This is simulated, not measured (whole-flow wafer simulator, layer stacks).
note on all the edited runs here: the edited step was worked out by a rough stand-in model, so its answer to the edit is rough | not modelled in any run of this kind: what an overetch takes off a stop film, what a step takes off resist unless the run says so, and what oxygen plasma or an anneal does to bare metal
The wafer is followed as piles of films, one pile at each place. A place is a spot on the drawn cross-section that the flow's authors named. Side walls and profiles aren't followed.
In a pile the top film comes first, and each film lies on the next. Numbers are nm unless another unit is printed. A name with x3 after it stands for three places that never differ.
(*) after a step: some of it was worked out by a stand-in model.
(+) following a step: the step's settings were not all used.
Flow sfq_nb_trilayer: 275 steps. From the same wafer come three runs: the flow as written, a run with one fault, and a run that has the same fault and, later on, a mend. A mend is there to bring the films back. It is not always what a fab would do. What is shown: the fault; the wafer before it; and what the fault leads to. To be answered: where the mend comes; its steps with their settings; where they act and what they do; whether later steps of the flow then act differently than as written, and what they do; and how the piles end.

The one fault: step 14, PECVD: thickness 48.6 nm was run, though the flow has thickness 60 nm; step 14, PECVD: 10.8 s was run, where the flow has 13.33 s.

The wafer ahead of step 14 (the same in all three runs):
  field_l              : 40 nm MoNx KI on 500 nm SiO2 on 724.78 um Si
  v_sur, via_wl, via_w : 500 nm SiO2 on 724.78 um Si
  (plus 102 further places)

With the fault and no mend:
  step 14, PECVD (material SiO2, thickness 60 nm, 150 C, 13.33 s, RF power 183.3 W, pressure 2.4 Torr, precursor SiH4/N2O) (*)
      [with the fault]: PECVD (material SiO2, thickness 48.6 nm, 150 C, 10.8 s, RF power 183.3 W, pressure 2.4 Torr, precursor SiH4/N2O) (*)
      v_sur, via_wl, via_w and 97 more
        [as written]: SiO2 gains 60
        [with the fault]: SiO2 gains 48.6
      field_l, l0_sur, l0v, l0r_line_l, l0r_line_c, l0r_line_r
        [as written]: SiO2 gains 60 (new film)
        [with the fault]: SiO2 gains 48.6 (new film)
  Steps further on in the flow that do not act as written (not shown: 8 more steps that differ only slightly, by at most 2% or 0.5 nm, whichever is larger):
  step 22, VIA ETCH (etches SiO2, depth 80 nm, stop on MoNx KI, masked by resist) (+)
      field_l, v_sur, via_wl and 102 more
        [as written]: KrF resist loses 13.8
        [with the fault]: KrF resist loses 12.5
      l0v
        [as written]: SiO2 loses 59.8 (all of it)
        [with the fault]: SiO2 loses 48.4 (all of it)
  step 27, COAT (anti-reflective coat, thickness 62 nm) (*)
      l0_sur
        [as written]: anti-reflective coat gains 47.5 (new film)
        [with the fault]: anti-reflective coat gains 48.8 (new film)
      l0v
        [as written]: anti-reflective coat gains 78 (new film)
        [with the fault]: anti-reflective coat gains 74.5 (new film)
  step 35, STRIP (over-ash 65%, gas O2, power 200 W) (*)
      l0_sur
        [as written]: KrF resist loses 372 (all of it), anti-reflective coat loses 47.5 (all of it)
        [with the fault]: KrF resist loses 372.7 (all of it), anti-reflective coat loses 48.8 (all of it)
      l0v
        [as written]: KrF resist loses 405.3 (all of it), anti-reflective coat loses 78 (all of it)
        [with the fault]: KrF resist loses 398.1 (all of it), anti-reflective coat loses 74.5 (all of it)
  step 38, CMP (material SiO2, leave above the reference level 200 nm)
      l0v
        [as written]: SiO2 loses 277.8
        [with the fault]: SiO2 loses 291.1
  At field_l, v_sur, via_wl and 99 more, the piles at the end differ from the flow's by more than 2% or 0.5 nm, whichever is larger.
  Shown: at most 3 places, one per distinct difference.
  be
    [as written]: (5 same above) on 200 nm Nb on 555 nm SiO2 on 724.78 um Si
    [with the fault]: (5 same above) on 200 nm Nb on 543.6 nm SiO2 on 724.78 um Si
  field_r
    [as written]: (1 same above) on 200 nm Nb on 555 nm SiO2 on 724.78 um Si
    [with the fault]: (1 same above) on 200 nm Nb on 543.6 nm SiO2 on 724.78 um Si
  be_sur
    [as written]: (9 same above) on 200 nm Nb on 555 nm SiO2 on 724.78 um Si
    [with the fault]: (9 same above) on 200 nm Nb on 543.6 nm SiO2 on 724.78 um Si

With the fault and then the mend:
  The mend stands after step 14.
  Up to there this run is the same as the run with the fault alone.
  step 14a, PECVD (material SiO2, thickness 11.4 nm, 150 C, 2.533 s, RF power 183.3 W, pressure 2.4 Torr, precursor SiH4/N2O) (the flow's step 14 again, with other settings)
      field_l, v_sur, via_wl and 103 more
        SiO2 gains 11.4
  None of the later steps of the flow differs from how it acts as written, at any place that is followed, by more than 2% or 0.5 nm, whichever is larger.
  By the end, the piles equal the flow's at every place that both follow.
